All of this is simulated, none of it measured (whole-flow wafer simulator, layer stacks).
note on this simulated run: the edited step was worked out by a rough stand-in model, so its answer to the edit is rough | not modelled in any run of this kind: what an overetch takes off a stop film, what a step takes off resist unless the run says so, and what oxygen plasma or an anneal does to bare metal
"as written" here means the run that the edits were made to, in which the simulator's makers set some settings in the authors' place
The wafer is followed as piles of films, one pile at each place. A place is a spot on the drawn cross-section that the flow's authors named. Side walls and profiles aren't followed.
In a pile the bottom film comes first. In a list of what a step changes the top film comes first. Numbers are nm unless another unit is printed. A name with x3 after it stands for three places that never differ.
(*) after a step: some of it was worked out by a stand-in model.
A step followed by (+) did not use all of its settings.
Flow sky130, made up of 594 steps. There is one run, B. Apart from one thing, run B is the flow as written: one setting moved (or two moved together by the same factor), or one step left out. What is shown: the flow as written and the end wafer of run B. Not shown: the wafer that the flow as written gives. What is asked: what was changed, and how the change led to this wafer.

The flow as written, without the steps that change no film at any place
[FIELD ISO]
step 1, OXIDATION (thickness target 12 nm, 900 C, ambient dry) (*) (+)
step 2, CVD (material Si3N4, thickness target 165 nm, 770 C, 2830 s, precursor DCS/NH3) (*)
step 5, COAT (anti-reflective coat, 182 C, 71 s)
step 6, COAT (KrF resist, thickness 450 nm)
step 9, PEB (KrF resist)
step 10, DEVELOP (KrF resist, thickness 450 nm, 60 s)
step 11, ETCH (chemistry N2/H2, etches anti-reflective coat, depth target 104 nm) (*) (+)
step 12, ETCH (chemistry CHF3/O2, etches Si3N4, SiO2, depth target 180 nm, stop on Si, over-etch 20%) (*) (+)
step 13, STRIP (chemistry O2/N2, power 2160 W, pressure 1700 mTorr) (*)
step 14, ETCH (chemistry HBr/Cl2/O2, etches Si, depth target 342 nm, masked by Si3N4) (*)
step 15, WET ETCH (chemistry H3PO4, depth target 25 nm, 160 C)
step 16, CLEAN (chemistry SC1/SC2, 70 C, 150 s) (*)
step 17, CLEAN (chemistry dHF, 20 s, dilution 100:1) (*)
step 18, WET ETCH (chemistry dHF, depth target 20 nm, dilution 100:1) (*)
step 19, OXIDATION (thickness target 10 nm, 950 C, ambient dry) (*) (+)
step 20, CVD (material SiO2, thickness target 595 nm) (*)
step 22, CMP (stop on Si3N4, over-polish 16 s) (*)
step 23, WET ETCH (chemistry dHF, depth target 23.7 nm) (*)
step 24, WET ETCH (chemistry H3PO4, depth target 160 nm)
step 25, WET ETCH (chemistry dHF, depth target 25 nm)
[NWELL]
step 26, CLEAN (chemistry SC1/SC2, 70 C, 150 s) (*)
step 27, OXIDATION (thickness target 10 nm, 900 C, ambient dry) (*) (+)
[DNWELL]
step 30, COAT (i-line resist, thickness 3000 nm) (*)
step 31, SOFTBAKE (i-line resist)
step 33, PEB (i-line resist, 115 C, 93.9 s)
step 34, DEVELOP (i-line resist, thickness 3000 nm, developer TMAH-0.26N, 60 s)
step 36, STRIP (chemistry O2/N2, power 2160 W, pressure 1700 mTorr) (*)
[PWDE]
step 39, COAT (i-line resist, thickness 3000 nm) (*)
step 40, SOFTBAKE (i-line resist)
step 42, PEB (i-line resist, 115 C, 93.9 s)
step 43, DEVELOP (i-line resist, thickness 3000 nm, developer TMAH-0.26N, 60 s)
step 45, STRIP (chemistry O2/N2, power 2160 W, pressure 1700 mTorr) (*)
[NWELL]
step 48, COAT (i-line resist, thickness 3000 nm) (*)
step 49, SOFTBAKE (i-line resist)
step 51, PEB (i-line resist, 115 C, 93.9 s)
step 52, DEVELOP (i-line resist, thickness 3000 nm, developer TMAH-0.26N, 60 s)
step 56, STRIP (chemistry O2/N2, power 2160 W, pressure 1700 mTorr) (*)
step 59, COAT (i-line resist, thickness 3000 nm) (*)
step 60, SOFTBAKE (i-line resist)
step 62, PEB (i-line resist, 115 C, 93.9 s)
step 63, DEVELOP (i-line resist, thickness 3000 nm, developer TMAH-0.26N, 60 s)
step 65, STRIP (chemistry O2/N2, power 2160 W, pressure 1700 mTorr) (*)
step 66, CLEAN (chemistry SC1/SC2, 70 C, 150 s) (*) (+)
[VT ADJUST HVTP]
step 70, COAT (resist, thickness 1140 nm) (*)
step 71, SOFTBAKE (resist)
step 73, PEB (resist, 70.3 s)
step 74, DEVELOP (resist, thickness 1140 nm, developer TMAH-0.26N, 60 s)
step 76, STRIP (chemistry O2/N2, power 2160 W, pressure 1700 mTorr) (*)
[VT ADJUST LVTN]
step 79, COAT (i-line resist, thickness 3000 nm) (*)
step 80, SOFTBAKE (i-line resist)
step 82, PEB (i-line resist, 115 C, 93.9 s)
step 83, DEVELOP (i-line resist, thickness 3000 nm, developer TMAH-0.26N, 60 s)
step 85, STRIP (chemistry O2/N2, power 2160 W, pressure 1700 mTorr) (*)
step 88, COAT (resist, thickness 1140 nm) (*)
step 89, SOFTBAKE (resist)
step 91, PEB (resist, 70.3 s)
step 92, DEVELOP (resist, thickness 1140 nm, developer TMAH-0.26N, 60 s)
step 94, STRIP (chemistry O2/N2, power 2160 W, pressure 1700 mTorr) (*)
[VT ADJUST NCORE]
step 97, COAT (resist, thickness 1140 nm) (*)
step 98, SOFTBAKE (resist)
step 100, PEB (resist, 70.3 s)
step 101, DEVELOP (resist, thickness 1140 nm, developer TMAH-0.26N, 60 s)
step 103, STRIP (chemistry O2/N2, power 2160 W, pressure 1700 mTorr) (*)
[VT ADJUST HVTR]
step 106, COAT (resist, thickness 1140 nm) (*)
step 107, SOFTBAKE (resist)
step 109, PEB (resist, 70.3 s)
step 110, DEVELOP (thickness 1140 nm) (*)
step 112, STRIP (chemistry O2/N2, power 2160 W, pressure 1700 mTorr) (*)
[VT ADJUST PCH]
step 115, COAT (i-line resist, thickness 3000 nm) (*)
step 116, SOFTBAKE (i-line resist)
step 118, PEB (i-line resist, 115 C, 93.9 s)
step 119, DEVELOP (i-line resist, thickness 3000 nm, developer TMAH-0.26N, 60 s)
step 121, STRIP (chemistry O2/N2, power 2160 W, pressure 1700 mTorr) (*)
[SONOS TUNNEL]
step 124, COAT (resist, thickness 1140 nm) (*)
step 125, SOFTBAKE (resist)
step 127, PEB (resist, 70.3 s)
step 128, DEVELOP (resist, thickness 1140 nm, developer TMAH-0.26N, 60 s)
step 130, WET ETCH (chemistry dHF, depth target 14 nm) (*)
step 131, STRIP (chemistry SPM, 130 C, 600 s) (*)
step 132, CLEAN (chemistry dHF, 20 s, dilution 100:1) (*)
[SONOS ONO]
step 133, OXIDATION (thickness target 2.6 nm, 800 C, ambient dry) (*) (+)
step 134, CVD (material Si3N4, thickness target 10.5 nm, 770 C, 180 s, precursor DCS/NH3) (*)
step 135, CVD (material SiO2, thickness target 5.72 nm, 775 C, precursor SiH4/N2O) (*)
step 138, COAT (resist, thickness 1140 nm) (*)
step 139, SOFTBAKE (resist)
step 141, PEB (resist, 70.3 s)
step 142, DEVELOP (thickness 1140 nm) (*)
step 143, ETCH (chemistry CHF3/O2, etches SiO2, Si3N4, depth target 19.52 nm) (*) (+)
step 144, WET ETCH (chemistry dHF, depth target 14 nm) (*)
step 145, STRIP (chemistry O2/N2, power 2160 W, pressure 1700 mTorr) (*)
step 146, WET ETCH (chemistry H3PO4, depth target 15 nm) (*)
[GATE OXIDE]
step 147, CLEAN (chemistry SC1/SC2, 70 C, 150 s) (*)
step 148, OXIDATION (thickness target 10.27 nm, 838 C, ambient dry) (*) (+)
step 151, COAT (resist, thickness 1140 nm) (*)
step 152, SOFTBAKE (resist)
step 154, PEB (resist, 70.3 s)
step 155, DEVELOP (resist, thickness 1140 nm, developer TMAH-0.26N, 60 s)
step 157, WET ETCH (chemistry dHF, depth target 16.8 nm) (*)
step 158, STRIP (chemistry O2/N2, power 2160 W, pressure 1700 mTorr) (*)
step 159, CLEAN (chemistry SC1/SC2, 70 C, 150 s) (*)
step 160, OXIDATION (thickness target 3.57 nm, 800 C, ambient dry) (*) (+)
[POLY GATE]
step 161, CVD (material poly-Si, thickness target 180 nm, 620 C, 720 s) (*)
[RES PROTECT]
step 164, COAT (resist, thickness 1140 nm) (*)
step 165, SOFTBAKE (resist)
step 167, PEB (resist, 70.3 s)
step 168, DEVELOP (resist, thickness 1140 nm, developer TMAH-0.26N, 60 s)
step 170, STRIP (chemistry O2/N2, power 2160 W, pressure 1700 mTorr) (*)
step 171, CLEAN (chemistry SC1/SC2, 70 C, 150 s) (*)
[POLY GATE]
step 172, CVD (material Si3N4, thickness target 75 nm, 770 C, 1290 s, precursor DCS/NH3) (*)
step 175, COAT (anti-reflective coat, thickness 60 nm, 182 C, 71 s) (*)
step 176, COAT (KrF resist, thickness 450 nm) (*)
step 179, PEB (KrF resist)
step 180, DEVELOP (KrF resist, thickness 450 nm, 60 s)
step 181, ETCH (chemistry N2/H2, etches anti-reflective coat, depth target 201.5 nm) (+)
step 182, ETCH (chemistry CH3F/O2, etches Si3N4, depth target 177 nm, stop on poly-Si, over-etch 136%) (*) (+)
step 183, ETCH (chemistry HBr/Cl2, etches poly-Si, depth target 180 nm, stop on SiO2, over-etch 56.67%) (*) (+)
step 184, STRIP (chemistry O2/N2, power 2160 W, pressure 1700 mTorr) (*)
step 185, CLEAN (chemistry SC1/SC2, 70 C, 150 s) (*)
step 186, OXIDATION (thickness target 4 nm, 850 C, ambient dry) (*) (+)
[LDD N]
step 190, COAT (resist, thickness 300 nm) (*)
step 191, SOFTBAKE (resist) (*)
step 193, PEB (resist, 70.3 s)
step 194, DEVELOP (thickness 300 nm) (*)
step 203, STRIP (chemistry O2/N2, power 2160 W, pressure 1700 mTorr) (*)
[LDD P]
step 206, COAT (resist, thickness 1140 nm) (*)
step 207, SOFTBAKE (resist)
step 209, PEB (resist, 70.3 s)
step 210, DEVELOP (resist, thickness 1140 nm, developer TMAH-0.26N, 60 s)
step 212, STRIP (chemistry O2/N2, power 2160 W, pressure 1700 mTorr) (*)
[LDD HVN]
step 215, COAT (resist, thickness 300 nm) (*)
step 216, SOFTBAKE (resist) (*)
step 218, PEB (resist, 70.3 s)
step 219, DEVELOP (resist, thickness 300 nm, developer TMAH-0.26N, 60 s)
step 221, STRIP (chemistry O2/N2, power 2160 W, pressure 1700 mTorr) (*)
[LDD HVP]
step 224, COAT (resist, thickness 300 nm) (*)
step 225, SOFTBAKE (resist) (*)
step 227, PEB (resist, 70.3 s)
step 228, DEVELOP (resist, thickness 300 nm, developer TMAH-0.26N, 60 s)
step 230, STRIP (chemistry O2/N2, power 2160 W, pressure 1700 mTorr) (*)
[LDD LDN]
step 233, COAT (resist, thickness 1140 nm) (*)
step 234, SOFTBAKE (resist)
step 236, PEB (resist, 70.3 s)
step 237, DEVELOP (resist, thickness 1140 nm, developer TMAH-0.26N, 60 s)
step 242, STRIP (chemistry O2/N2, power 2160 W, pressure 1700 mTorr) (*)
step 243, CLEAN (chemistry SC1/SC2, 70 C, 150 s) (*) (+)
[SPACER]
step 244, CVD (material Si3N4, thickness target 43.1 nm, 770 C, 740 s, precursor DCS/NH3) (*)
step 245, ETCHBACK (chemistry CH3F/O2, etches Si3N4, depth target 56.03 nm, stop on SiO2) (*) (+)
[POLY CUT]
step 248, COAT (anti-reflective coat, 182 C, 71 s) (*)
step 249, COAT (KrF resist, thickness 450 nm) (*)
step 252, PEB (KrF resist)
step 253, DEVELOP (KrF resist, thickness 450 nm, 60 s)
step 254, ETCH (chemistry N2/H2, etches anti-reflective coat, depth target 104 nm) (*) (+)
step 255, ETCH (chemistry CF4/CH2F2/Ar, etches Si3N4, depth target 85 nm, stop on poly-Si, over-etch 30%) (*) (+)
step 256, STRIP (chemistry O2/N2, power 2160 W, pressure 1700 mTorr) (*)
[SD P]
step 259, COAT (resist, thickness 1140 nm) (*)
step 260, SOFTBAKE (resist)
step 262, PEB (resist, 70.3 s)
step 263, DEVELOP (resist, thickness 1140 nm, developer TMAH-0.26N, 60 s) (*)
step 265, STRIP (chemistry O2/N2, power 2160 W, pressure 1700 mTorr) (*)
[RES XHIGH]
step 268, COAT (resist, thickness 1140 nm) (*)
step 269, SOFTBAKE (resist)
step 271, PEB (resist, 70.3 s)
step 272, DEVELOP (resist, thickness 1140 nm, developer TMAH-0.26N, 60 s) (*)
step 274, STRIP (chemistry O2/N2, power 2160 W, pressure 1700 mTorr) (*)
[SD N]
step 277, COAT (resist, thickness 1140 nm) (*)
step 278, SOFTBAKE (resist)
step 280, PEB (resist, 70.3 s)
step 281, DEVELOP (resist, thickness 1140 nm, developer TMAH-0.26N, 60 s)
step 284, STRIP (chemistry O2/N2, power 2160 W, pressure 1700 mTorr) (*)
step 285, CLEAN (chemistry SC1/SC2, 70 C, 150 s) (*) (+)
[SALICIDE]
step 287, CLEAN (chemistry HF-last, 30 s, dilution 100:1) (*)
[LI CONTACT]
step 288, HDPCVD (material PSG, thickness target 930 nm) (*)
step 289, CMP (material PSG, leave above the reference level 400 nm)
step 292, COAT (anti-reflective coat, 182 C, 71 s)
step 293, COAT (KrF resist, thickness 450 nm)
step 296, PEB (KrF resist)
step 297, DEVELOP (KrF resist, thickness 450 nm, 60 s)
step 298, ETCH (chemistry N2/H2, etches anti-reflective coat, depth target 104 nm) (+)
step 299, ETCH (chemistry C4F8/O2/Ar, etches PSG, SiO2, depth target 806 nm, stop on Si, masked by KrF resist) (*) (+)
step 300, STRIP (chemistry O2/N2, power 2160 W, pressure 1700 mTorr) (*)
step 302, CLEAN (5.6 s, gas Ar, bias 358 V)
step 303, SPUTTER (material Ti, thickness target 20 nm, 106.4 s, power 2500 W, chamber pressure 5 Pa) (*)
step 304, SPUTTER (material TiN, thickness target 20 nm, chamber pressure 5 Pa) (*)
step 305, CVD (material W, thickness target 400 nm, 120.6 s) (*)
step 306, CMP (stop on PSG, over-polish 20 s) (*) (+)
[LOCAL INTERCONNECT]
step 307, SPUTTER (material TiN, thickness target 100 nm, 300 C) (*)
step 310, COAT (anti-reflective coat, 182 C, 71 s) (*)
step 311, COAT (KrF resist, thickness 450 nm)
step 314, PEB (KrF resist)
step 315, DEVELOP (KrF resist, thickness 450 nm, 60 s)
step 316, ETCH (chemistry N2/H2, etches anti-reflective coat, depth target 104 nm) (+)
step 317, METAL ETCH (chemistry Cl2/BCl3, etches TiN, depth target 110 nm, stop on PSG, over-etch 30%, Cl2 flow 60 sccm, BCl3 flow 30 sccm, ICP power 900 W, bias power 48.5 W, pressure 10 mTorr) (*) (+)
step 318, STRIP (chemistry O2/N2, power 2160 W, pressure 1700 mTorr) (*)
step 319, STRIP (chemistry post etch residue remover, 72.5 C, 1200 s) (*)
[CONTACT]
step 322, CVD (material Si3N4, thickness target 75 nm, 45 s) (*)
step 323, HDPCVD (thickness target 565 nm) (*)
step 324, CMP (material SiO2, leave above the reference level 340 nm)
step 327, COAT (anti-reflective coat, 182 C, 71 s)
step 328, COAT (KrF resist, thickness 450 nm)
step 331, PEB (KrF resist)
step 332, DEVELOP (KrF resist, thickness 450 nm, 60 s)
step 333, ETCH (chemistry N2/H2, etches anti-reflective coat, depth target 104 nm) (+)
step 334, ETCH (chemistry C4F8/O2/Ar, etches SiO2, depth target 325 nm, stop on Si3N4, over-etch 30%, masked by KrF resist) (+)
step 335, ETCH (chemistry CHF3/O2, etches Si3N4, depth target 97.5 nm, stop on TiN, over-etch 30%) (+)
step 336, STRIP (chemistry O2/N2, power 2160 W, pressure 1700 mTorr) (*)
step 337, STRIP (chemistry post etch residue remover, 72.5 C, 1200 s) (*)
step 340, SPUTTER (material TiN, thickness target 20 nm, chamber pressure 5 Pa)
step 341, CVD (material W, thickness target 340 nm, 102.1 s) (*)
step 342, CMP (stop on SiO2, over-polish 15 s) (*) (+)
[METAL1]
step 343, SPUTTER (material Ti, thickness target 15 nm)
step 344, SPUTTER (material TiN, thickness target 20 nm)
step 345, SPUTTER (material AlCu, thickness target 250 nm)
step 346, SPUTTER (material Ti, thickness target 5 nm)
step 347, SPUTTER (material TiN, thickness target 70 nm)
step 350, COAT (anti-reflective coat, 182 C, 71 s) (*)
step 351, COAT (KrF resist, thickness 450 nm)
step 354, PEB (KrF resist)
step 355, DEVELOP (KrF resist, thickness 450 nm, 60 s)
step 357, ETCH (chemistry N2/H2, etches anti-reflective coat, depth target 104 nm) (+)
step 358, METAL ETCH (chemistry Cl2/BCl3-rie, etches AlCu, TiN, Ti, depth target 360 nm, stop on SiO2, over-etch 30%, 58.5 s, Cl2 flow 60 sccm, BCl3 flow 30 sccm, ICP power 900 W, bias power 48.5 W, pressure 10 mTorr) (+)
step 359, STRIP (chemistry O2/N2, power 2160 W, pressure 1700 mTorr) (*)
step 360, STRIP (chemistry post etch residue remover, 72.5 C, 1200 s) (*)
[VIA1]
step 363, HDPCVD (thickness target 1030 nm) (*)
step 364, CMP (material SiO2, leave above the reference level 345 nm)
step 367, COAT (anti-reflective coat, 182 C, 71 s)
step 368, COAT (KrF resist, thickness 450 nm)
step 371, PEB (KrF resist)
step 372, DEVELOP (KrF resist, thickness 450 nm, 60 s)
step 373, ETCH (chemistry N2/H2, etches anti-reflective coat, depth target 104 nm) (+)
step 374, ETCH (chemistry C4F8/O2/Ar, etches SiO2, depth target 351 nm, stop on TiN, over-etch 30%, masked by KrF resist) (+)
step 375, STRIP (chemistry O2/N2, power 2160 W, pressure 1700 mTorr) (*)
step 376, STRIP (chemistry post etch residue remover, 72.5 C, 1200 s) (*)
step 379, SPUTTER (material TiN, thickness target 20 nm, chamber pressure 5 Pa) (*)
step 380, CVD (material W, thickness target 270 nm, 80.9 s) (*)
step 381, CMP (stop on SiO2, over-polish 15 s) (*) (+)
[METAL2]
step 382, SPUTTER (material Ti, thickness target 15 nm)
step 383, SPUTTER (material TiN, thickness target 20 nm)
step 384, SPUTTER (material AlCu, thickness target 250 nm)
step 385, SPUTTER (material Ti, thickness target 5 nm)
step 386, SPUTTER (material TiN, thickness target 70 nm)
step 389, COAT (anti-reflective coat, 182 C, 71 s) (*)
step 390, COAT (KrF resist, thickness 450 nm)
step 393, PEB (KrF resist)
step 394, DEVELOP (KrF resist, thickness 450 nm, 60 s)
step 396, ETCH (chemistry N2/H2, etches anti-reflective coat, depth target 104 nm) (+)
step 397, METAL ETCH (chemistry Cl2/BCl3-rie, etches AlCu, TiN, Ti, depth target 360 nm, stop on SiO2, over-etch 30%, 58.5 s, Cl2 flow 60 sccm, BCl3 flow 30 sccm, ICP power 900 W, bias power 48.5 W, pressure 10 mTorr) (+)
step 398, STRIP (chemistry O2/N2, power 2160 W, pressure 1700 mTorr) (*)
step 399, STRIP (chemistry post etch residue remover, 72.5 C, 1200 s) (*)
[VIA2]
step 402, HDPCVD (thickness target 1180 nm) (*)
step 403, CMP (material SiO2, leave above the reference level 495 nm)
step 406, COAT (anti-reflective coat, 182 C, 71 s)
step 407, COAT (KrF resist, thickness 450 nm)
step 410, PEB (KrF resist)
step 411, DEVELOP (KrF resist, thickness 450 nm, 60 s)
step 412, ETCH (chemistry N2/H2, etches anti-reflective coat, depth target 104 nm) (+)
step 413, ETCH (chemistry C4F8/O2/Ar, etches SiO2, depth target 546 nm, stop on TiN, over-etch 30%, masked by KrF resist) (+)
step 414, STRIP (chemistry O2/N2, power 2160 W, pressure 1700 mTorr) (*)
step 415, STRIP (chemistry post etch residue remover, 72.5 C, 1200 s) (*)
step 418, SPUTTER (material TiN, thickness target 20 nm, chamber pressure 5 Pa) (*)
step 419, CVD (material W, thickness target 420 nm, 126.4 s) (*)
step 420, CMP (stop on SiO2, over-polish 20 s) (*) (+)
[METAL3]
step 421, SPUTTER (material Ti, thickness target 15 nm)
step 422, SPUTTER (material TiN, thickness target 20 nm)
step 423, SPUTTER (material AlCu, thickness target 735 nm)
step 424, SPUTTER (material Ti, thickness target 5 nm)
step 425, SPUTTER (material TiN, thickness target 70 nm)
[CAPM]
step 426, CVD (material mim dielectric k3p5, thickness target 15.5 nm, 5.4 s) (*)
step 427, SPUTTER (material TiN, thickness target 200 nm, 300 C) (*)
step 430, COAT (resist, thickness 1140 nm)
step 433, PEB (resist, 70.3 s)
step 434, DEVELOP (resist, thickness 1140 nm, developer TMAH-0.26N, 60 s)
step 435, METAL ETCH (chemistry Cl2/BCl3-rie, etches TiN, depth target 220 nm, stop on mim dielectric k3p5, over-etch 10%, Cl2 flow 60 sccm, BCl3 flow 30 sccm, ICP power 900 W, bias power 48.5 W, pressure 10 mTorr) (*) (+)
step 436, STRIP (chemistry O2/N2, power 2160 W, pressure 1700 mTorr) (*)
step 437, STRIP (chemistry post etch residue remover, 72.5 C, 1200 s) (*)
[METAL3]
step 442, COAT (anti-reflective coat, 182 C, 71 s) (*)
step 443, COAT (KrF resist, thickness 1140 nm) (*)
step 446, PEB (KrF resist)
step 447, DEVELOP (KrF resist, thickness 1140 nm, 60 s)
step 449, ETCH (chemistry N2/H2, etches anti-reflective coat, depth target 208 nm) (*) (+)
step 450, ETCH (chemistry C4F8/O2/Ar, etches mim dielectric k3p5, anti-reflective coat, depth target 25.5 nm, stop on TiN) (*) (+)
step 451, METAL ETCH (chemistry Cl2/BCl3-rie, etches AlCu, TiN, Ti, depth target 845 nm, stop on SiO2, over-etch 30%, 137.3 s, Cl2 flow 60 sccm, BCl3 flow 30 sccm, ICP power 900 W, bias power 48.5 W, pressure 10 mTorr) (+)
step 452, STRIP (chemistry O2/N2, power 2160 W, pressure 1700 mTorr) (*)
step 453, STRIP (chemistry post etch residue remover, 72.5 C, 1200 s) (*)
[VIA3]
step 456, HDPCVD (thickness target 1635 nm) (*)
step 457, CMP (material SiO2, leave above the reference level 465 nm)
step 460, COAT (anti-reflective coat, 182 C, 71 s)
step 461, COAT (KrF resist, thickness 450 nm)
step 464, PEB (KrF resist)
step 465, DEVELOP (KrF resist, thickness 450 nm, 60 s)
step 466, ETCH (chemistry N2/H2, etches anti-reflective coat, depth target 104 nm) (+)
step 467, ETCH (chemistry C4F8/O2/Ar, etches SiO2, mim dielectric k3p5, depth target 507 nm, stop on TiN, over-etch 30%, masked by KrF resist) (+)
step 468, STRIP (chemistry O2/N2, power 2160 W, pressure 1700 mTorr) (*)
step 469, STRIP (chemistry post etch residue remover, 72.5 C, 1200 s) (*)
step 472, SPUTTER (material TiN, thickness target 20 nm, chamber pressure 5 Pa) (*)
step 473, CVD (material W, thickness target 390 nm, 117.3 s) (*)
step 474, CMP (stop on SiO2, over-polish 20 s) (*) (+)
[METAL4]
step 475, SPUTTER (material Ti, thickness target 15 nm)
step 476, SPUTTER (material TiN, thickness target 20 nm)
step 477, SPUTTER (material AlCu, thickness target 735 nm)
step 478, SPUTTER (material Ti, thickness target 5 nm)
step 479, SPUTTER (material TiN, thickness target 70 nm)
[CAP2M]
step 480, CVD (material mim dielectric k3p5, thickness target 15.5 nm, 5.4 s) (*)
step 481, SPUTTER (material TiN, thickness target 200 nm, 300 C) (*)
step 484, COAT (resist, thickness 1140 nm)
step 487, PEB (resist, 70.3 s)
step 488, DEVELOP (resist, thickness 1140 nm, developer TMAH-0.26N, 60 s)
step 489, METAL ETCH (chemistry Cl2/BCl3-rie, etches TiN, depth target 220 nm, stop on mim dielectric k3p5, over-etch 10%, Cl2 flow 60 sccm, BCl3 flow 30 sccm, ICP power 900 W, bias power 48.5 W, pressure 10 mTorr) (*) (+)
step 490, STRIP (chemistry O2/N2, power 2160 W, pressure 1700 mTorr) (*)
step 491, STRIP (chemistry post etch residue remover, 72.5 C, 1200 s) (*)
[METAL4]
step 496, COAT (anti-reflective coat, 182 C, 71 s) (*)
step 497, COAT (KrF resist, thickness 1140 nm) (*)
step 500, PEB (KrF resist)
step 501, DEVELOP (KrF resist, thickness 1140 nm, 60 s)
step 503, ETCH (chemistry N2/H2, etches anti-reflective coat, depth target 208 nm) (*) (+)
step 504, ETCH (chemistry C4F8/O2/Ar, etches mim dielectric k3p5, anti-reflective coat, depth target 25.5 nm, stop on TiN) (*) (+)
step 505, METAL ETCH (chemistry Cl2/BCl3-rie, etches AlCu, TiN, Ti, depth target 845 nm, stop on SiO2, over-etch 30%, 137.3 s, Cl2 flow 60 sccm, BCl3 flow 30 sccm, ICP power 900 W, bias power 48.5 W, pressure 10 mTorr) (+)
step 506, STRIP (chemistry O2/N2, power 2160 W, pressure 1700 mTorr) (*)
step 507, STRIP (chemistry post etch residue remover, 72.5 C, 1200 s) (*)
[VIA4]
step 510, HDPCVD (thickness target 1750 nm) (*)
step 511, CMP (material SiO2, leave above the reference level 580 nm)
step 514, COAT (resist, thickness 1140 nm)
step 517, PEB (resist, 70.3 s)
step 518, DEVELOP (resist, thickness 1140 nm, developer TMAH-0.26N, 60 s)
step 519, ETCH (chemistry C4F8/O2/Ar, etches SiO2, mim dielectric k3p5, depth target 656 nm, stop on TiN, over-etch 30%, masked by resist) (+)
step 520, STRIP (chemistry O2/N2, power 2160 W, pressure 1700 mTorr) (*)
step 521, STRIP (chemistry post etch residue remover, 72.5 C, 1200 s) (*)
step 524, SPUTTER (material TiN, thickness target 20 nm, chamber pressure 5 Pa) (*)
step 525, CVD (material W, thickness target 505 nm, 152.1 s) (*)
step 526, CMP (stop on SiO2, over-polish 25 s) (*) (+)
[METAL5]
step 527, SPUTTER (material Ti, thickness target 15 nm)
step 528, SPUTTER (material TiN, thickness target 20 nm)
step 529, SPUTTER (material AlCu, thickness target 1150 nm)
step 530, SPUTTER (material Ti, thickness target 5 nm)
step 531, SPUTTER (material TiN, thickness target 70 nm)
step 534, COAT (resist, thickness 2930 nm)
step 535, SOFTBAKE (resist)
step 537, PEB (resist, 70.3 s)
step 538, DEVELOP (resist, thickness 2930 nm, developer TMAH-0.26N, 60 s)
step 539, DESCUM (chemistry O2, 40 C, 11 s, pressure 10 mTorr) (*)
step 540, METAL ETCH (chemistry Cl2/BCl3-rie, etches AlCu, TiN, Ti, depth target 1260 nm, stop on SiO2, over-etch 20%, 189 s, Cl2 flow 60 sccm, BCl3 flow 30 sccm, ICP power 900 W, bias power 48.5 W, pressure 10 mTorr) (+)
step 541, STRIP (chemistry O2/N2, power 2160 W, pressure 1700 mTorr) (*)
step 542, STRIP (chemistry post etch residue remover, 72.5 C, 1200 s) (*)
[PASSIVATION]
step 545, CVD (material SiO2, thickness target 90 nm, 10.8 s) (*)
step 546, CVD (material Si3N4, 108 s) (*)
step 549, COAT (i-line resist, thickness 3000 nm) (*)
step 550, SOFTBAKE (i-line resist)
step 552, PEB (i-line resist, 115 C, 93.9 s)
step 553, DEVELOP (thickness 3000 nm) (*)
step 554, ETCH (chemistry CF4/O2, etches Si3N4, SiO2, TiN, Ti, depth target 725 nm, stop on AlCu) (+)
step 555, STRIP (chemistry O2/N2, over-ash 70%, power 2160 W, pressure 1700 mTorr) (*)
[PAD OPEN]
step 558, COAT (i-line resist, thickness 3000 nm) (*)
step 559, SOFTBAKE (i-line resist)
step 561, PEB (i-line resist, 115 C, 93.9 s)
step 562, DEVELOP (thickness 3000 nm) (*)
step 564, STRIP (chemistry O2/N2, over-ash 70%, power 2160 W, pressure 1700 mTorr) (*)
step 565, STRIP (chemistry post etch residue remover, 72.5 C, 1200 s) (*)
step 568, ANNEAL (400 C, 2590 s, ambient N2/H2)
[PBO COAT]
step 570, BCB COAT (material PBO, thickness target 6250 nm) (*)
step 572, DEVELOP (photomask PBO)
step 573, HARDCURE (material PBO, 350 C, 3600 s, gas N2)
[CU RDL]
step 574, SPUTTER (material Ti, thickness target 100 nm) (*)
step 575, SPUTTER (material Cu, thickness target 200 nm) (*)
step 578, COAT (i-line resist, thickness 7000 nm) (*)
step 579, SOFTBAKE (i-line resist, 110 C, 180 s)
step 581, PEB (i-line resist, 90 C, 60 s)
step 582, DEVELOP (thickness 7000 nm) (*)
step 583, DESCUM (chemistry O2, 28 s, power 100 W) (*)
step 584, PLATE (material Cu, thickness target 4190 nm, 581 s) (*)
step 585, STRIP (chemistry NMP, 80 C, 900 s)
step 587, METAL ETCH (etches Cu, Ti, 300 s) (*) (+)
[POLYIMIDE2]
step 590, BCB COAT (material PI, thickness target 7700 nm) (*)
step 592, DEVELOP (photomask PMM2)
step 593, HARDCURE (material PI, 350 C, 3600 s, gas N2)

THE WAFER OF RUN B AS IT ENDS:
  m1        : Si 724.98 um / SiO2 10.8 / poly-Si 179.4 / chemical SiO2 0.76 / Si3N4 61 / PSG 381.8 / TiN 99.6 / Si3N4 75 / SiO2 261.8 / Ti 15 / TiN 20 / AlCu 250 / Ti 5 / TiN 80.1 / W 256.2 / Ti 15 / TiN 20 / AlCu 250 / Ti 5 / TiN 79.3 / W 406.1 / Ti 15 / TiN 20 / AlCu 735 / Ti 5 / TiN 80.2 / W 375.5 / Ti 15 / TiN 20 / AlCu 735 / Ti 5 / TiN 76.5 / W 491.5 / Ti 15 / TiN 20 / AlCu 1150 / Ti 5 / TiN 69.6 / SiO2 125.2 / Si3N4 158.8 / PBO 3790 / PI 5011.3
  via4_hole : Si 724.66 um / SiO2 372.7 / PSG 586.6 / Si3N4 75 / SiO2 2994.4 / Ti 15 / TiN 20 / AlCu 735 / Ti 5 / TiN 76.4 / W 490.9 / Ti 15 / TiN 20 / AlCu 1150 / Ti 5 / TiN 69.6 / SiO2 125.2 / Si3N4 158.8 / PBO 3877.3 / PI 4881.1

The reason: step 524, SPUTTER: thickness target 9 nm was run, while the flow as written has thickness target 20 nm.

The path from the change to this, step by step:
  step 524, SPUTTER (material TiN, thickness target 20 nm, chamber pressure 5 Pa) (*)
      field, active, n_well and 188 more: TiN gains 9 (new film) (it would be, as written: TiN gains 20 (new film))
      m1, via4_hole: TiN gains 6.87 (it would be, as written: TiN gains 15.3)
  step 526, CMP (stop on SiO2, over-polish 25 s) (*) (+)
      field, active, n_well and 188 more: W loses 505 (all of it), TiN loses 9 (all of it), SiO2 loses 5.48 (it would be, as written: W loses 505 (all of it), TiN loses 20 (all of it), SiO2 loses 5.48)
      m1, via4_hole: W loses 521.7 (it would be, as written: W loses 532.7)
